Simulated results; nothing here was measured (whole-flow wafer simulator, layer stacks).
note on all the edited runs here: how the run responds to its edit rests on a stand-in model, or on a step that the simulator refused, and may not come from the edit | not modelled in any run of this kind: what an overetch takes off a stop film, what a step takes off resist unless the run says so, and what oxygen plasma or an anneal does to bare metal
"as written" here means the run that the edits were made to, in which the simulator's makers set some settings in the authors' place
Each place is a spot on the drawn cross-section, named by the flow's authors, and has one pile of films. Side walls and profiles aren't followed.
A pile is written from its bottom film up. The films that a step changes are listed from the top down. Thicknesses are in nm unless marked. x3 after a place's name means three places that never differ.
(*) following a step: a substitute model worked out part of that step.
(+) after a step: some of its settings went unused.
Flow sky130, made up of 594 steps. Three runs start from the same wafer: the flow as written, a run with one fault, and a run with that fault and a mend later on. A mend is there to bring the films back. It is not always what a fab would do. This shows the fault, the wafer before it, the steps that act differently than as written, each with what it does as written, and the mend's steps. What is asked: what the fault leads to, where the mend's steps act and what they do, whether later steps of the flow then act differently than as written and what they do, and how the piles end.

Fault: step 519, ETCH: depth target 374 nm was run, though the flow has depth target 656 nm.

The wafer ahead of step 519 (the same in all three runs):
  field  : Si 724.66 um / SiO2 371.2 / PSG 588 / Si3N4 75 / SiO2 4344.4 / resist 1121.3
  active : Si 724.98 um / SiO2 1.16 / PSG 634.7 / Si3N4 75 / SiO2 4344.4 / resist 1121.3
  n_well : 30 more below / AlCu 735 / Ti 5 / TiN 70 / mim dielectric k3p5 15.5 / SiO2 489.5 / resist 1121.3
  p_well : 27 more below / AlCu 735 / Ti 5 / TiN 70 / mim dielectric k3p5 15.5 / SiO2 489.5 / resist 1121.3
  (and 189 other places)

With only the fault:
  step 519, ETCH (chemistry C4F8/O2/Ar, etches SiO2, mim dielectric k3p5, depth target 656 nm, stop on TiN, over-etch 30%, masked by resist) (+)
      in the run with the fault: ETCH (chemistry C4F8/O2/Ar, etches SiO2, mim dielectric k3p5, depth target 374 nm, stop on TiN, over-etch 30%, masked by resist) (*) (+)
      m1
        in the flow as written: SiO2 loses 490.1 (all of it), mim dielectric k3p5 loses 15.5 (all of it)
        in the run with the fault: SiO2 loses 374
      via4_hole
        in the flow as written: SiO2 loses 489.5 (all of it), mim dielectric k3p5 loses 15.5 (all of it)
        in the run with the fault: SiO2 loses 374
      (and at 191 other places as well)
  Steps further on in the flow that do not act as written (1 more step, not shown, differs only slightly: by at most 2% or 0.5 nm, whichever is larger):
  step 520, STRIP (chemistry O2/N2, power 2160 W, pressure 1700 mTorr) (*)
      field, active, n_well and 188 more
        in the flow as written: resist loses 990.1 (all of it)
        in the run with the fault: resist loses 1046.5 (all of it)
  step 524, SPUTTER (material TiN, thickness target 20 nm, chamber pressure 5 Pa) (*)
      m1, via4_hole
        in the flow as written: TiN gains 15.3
        in the run with the fault: TiN gains 16.2 (new film)
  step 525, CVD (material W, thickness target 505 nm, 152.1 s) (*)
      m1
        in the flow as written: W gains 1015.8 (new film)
        in the run with the fault: W gains 686.1 (new film)
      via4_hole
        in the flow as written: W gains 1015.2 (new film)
        in the run with the fault: W gains 687.7 (new film)
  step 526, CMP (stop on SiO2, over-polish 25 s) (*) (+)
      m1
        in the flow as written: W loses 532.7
        in the run with the fault: W loses 335.9
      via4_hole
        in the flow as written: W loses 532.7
        in the run with the fault: W loses 337.6
  At m1, via4_hole, the piles at the end differ from the flow's by more than 2% or 0.5 nm, whichever is larger.
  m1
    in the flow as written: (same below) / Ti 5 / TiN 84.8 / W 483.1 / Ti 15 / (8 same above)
    in the run with the fault: (same below) / Ti 5 / TiN 70 / mim dielectric k3p5 15.5 / SiO2 116.1 / TiN 16.2 / W 350.1 / Ti 15 / (8 same above)
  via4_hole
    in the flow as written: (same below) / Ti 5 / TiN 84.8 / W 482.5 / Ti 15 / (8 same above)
    in the run with the fault: (same below) / Ti 5 / TiN 70 / mim dielectric k3p5 15.5 / SiO2 115.5 / TiN 16.2 / W 350.1 / Ti 15 / (8 same above)

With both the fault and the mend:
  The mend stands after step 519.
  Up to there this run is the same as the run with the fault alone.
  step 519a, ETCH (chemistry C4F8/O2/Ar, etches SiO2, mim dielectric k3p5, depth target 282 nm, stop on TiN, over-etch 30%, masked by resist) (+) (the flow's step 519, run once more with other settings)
      field, active, n_well and 188 more
        resist loses 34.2
      m1
        SiO2 loses 116.1 (all of it), mim dielectric k3p5 loses 15.5 (all of it)
      via4_hole
        SiO2 loses 115.5 (all of it), mim dielectric k3p5 loses 15.5 (all of it)
  Steps further on in the flow that do not act as written:
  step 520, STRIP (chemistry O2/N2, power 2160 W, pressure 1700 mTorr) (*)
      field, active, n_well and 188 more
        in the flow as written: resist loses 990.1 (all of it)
        in the run with the mend: resist loses 1012.3 (all of it)
  By the end, the piles equal the flow's at every place that both follow.
